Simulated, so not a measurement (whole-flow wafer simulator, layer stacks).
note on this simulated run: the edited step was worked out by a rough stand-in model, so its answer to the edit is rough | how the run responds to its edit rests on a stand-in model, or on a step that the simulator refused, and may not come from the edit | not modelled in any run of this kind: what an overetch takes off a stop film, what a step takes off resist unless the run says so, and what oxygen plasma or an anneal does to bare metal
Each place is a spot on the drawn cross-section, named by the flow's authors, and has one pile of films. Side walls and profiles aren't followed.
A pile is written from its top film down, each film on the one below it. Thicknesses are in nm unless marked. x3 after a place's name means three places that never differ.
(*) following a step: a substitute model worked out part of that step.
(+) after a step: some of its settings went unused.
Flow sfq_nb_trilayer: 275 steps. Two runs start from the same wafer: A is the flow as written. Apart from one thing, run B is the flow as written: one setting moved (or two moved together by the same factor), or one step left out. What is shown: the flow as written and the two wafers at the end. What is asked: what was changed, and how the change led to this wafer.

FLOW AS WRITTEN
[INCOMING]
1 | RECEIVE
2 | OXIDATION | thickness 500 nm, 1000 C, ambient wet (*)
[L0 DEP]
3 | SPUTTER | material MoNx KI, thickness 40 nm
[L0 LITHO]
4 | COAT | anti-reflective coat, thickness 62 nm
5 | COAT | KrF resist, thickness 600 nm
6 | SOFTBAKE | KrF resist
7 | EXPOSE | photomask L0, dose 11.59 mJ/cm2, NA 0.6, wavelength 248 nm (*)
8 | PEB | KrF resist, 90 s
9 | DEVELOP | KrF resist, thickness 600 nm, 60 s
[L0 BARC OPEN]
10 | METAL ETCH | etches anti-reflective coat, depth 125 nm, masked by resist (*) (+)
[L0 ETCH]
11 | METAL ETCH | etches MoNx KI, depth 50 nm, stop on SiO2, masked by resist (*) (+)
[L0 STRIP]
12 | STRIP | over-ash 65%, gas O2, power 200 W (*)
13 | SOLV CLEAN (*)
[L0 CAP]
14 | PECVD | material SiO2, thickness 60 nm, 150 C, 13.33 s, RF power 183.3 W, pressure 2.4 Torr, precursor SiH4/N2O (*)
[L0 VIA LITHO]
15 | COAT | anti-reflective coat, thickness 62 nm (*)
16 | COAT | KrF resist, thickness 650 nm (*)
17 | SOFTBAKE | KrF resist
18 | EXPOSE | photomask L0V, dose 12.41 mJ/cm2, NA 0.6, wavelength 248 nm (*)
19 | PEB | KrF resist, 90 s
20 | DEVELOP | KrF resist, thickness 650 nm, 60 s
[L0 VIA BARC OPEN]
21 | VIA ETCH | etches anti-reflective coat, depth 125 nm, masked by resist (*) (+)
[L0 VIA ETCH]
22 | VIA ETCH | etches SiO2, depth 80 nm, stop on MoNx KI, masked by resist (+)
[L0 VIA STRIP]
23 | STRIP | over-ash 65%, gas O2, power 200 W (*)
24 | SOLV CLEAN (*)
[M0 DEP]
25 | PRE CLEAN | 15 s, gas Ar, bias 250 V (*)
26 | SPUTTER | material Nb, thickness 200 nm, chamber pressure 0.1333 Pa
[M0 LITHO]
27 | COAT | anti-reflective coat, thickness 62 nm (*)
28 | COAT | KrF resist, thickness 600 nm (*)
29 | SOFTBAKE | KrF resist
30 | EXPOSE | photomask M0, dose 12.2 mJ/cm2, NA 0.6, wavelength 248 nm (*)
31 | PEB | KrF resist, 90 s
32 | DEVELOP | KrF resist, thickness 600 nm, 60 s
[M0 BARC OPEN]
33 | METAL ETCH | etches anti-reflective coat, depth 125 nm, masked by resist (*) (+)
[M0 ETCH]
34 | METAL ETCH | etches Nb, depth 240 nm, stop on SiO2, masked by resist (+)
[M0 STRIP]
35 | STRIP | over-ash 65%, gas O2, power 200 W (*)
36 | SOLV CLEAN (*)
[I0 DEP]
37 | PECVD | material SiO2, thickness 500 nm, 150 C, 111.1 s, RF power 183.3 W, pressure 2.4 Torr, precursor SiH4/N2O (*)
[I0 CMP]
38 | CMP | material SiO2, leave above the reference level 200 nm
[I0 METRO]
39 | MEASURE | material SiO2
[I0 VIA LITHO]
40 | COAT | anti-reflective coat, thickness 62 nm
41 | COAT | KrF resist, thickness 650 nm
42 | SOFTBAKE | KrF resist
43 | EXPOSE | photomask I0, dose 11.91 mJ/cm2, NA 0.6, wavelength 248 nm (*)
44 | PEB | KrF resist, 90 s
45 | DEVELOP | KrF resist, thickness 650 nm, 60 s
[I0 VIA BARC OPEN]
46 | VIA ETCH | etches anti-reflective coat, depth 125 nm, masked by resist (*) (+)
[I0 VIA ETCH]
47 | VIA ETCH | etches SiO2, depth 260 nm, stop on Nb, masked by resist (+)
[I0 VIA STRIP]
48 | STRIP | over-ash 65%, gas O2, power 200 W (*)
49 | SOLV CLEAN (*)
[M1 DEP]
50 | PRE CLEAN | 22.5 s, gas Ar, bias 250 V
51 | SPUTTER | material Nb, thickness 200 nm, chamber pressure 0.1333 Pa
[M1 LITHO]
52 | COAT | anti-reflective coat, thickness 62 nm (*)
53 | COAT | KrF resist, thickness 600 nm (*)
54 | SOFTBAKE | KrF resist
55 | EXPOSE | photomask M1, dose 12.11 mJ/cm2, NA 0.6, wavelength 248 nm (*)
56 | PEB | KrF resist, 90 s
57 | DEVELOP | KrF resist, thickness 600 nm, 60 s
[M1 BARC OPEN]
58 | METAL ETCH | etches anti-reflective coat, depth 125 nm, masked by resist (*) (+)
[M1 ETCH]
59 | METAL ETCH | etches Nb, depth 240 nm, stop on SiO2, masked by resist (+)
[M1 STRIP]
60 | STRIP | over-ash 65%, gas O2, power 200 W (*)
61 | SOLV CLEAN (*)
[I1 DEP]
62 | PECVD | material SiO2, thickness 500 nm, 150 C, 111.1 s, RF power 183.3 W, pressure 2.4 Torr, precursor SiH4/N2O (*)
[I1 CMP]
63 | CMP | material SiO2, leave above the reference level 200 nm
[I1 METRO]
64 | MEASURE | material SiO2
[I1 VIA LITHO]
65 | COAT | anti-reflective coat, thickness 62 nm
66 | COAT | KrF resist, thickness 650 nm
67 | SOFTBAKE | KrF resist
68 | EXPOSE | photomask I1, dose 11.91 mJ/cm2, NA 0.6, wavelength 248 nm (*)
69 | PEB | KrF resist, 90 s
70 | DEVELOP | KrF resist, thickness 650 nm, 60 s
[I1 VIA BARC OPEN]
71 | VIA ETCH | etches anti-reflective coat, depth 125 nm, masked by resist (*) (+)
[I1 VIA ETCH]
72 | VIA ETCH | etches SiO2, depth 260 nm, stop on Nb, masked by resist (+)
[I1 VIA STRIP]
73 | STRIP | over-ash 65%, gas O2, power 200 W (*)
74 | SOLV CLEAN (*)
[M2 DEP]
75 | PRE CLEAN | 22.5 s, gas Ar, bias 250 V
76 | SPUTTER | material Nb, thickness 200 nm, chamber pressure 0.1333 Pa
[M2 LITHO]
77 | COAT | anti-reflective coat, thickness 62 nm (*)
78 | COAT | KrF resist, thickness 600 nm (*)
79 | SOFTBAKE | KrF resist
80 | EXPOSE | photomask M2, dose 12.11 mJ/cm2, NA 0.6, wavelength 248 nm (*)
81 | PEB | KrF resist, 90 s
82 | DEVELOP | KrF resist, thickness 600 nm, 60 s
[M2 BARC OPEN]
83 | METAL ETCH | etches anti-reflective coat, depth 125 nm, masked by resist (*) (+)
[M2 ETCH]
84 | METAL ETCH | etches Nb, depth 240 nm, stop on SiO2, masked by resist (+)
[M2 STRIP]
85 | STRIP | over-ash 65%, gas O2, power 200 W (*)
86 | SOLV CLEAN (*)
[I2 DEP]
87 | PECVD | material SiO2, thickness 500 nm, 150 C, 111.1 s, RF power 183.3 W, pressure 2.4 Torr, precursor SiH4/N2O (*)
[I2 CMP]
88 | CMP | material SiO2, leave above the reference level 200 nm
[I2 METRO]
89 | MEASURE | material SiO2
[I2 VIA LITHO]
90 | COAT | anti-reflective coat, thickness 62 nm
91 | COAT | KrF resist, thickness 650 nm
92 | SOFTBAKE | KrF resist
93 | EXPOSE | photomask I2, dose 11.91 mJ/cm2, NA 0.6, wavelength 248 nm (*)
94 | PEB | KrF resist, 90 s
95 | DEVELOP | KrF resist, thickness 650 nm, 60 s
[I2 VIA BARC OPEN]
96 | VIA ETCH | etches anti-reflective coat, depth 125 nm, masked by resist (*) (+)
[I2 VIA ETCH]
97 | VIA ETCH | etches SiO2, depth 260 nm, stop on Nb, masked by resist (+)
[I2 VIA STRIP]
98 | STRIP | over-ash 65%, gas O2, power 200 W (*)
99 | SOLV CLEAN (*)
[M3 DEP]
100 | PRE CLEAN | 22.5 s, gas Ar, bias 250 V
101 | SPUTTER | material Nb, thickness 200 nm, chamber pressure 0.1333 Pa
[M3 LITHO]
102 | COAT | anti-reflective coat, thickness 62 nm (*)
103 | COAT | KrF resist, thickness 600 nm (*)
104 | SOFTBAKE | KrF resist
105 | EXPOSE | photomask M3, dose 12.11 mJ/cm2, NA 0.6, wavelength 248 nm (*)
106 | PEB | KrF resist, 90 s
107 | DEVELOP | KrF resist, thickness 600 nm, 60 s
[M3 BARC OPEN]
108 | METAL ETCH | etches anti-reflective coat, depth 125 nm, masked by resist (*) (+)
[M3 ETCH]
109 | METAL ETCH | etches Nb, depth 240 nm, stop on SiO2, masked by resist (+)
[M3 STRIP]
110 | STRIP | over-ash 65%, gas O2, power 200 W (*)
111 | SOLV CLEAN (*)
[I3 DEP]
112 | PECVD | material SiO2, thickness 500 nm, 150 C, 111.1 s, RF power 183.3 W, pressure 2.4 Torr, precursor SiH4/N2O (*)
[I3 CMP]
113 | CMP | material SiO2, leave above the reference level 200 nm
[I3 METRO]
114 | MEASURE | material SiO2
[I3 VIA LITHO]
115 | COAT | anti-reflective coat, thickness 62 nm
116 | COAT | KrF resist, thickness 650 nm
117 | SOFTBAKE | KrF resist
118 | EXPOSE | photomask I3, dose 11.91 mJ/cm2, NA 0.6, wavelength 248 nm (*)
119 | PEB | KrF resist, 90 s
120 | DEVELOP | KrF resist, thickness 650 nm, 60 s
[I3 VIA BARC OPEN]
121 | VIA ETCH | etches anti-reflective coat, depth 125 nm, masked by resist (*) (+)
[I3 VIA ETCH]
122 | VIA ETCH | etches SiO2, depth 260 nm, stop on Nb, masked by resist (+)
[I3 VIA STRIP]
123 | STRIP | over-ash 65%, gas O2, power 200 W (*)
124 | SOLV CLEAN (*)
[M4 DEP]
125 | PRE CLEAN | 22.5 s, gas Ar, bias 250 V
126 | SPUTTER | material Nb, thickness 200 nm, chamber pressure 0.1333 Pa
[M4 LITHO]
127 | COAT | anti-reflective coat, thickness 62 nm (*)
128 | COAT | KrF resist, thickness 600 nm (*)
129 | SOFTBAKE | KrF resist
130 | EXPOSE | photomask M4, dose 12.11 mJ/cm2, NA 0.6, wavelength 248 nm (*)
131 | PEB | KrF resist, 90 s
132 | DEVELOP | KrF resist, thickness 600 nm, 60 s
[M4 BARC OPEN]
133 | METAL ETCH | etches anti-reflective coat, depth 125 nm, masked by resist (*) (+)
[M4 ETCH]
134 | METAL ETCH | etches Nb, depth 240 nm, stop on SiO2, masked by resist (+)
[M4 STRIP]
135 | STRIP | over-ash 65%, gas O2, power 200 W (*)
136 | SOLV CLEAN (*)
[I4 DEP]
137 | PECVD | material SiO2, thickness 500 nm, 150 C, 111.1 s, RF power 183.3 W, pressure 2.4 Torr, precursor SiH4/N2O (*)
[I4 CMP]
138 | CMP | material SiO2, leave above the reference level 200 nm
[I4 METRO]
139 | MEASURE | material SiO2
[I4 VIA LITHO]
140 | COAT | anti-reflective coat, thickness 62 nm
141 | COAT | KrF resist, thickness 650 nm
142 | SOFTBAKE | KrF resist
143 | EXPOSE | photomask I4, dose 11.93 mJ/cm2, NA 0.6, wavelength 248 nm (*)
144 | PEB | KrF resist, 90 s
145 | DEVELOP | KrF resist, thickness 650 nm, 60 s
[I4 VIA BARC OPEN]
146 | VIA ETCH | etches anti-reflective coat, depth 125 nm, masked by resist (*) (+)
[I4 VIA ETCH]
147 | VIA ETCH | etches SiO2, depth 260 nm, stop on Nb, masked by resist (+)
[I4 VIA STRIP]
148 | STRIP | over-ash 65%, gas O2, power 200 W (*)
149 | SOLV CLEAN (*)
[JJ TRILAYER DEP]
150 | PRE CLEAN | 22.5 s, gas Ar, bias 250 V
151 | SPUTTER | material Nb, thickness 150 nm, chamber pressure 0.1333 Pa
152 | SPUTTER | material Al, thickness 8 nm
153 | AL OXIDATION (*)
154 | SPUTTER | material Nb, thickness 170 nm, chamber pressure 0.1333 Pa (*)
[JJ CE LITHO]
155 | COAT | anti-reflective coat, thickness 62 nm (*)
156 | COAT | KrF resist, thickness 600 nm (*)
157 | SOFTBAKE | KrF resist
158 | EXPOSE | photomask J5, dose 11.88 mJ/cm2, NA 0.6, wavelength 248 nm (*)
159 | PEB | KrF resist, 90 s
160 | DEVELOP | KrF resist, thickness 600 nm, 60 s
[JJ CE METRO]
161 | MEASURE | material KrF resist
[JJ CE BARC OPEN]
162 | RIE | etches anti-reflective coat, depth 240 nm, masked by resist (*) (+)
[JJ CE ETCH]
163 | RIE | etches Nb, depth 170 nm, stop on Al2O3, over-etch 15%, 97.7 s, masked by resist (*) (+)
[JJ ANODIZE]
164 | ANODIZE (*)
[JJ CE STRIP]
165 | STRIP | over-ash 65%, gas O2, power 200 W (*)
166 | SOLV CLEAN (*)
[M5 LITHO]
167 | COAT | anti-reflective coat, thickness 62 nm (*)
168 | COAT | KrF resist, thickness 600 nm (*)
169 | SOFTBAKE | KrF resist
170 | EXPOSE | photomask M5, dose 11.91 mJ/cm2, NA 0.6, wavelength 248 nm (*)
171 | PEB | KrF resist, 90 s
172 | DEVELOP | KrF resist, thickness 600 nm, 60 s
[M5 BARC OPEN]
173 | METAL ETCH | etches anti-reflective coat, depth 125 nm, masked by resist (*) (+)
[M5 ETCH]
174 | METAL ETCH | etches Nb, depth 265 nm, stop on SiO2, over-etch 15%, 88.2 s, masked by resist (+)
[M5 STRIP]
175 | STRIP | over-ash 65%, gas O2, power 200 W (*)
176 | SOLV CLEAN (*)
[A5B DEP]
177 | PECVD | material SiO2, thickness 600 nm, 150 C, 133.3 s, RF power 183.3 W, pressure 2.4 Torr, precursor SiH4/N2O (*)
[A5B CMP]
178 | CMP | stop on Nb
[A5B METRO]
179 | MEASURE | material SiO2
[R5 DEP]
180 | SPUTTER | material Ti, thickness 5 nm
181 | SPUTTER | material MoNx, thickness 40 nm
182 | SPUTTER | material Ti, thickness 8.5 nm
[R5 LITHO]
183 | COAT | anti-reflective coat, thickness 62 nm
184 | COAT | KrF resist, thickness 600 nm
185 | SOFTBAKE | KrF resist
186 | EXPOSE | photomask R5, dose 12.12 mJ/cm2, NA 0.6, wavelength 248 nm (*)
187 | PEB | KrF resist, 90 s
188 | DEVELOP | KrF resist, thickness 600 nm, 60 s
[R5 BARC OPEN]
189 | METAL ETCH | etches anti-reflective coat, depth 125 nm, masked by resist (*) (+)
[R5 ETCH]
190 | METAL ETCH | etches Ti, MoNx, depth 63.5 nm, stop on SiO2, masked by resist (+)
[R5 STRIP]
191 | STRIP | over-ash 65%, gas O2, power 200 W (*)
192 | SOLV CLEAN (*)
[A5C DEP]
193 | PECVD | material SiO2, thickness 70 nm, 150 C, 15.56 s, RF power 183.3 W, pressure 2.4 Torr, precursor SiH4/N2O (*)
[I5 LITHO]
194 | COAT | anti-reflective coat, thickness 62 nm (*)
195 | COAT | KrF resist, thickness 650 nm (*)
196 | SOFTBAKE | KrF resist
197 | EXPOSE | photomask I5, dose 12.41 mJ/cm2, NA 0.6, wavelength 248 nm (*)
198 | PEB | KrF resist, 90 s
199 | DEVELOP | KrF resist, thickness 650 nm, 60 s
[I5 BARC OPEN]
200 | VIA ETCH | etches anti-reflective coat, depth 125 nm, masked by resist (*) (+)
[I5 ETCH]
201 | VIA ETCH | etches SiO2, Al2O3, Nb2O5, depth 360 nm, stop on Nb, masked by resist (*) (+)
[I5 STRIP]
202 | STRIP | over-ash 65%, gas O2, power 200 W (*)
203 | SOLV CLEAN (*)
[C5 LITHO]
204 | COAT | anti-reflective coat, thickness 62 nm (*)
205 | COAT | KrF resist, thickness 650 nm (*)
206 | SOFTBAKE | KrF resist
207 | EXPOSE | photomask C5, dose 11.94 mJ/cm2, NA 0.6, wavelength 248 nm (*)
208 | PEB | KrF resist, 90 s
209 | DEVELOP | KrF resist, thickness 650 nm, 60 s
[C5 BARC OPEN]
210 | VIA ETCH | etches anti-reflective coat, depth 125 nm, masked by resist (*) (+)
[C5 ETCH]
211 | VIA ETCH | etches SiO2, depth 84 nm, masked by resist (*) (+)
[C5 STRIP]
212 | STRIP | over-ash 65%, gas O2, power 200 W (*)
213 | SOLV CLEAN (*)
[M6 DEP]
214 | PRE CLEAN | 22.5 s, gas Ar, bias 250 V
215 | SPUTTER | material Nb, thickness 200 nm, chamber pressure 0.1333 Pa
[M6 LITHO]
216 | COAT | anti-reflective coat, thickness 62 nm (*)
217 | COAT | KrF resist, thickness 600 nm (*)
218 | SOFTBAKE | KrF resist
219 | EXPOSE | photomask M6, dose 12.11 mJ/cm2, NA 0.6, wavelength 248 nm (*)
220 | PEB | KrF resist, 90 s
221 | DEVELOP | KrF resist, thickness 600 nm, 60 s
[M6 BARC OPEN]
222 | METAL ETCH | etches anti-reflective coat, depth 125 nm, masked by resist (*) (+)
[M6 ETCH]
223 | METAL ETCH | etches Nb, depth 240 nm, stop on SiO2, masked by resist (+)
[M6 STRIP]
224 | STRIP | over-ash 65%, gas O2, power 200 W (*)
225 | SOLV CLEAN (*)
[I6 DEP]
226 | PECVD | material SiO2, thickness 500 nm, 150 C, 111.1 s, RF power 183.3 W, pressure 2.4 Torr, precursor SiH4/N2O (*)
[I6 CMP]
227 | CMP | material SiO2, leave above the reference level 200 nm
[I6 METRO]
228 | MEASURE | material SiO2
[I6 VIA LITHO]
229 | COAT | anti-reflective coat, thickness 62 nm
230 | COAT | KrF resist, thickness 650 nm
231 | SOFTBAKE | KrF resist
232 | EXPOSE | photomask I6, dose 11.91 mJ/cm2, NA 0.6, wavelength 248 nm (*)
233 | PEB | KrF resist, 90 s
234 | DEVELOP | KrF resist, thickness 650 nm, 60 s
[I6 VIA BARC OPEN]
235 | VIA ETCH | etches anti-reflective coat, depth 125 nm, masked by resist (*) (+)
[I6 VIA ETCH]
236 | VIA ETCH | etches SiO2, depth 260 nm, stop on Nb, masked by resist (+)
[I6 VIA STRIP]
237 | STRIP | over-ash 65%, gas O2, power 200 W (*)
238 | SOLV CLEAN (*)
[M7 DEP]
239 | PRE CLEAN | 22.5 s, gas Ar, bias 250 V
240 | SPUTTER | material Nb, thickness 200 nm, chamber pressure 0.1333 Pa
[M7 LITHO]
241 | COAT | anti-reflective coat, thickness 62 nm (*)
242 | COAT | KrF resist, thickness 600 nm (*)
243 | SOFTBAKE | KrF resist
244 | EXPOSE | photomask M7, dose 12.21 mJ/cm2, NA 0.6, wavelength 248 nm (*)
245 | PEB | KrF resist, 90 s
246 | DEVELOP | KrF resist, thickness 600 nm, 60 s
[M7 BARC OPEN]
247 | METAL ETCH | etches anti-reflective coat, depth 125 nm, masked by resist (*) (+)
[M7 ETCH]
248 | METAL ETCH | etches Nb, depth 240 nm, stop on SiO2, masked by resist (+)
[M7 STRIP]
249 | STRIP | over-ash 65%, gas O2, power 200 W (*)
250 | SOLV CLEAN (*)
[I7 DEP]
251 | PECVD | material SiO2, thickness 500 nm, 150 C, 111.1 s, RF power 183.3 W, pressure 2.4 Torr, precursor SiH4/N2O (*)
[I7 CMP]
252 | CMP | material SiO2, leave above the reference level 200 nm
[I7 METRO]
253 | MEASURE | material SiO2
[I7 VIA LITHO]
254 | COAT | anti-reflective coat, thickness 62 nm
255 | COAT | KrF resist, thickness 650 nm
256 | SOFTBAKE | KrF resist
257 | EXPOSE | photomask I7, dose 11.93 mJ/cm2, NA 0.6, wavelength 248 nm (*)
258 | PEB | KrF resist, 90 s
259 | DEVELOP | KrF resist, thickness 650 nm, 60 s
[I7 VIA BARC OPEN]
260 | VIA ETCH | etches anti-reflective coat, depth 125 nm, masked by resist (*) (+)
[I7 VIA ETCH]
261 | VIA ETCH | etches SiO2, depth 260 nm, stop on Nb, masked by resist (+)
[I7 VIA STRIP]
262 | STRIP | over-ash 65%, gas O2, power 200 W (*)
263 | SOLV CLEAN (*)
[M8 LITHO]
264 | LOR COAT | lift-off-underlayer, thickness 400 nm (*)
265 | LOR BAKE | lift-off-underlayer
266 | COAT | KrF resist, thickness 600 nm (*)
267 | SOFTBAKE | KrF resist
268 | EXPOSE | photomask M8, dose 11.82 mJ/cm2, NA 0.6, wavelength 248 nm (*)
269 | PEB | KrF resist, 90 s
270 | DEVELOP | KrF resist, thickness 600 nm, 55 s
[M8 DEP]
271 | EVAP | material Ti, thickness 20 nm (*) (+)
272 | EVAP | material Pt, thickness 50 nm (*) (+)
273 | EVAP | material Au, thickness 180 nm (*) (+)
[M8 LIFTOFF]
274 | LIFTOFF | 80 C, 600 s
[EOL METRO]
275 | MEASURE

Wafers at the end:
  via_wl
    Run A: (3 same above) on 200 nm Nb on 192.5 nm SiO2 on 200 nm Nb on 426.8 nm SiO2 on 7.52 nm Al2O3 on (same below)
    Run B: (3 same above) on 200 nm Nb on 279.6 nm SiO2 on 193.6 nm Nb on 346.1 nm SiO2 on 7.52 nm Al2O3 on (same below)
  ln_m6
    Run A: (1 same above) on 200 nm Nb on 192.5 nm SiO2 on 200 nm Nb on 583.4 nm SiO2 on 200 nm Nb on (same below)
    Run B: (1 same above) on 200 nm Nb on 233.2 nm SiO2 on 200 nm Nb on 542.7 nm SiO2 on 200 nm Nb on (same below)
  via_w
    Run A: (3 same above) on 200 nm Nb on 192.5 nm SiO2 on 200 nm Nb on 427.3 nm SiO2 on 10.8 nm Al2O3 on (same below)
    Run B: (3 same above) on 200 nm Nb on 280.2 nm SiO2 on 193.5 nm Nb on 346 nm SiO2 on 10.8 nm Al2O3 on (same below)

What caused this: step 177, PECVD: thickness 300 nm was run, though the flow has thickness 600 nm; step 177, PECVD: 66.67 s was run, where the flow has 133.3 s.

How this came from the change, step by step:
  177 | PECVD | material SiO2, thickness 600 nm, 150 C, 133.3 s, RF power 183.3 W, pressure 2.4 Torr, precursor SiH4/N2O (*)
      v_sur, via_sp, via_v and 47 more: A +600 SiO2 (new film) | B +300 SiO2 (new film)
      field_l, p4_fl, p4_fm and 39 more: A +600 SiO2 | B +300 SiO2
      (as well as at 14 more places)
  178 | CMP | stop on Nb
      field_l, p4_fl, p4_fm and 39 more: A -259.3 SiO2 | B nothing
      r_sur, res, r_end, moat, field_r, lsp_l: A -252.3 SiO2 | B nothing
      (as well as at 58 more places)
  180 | SPUTTER | material Ti, thickness 5 nm
      via_wl, via_wr: A +5 Ti (new film) | B +4.11 Ti (new film)
  181 | SPUTTER | material MoNx, thickness 40 nm
      via_wl, via_wr: A +40 MoNx (new film) | B +33.4 MoNx (new film)
      r_sur: A +40 MoNx (new film) | B +38.4 MoNx (new film)
  182 | SPUTTER | material Ti, thickness 8.5 nm
      via_wl, via_wr: A +8.5 Ti (new film) | B +6.88 Ti (new film)
  183 | COAT | anti-reflective coat, thickness 62 nm
      be, be_sur, gap, jj_sur: A +62 anti-reflective coat (new film) | B +59.5 anti-reflective coat (new film)
      wire, ce_l, c5j: A +62 anti-reflective coat (new film) | B +59.4 anti-reflective coat (new film)
      (as well as at 42 more places)
  184 | COAT | KrF resist, thickness 600 nm
      m5r_line_l x2: A +600 KrF resist (new film) | B +586.8 KrF resist (new film)
      v_sur: A +600 KrF resist (new film) | B +580.1 KrF resist (new film)
      (as well as at 12 more places)
  188 | DEVELOP | KrF resist, thickness 600 nm, 60 s
      m5r_line_l x2: A -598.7 KrF resist (all of it) | B -585.5 KrF resist (all of it)
      v_sur: A -598.7 KrF resist (all of it) | B -578.8 KrF resist (all of it)
      (as well as at 11 more places)
  189 | METAL ETCH | etches anti-reflective coat, depth 125 nm, masked by resist (*) (+)
      be_r, r_sur, res, r_end, r5r_line_l, r5r_line_c, r5r_line_r: A -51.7 KrF resist | B -61.1 KrF resist
      be, be_sur, gap, jj_sur: A -62 anti-reflective coat (all of it) | B -59.5 anti-reflective coat (all of it)
      (as well as at 41 more places)
  190 | METAL ETCH | etches Ti, MoNx, depth 63.5 nm, stop on SiO2, masked by resist (+)
      via_wl, via_wr: A -8.5 Ti (all of it), -40 MoNx (all of it), -5 Ti (all of it) | B -6.88 Ti (all of it), -33.4 MoNx (all of it), -4.11 Ti (all of it)
  191 | STRIP | over-ash 65%, gas O2, power 200 W (*)
      be_r: A -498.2 KrF resist (all of it), -62 anti-reflective coat (all of it) | B -475 KrF resist (all of it), -56.1 anti-reflective coat (all of it)
      r_sur: A -498.2 KrF resist (all of it), -62 anti-reflective coat (all of it) | B -493.4 KrF resist (all of it), -76.8 anti-reflective coat (all of it)
      (as well as at 2 more places)
  194 | COAT | anti-reflective coat, thickness 62 nm (*)
      wl_b_sr, wl_e_sl, wl_e_sr: A +62 anti-reflective coat (new film) | B +65.8 anti-reflective coat (new film)
      be_sur, gap: A +62.4 anti-reflective coat (new film) | B +60 anti-reflective coat (new film)
      (as well as at 44 more places)
  195 | COAT | KrF resist, thickness 650 nm (*)
      m5r_line_l x2: A +650 KrF resist (new film) | B +636.6 KrF resist (new film)
      v_sur: A +650.6 KrF resist (new film) | B +630.1 KrF resist (new film)
      (as well as at 10 more places)
  200 | VIA ETCH | etches anti-reflective coat, depth 125 nm, masked by resist (*) (+)
      field_l, v_sur, via_wl and 102 more: A -52 KrF resist | B -49.9 KrF resist
      be: A -62.4 anti-reflective coat (all of it), -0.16 SiO2 | B -59.9 anti-reflective coat (all of it), -0.15 SiO2
  202 | STRIP | over-ash 65%, gas O2, power 200 W (*)
      wl_b_sr, wl_e_sr: A -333 KrF resist (all of it), -62 anti-reflective coat (all of it) | B -339.1 KrF resist (all of it), -65.8 anti-reflective coat (all of it)
      m5r_line_l x2: A -333.1 KrF resist (all of it), -62 anti-reflective coat (all of it) | B -321.8 KrF resist (all of it), -55.5 anti-reflective coat (all of it)
      (as well as at 47 more places)
  204 | COAT | anti-reflective coat, thickness 62 nm (*)
      wl_b_sr, wl_e_sl, wl_e_sr: A +62 anti-reflective coat (new film) | B +65.8 anti-reflective coat (new film)
      wl_b_sl, wl_g_sl: A +62 anti-reflective coat (new film) | B +66 anti-reflective coat (new film)
      (as well as at 44 more places)
  ... another 9 steps ...
  227 | CMP | material SiO2, leave above the reference level 200 nm
      field_l, p4_fl, p4_fm and 35 more: A -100 SiO2 | B -59.3 SiO2
      ln_m6, wl_a_m6, wl_c_m6, wl_f_m6: A -300 SiO2 | B -259.3 SiO2
      (as well as at 14 more places)
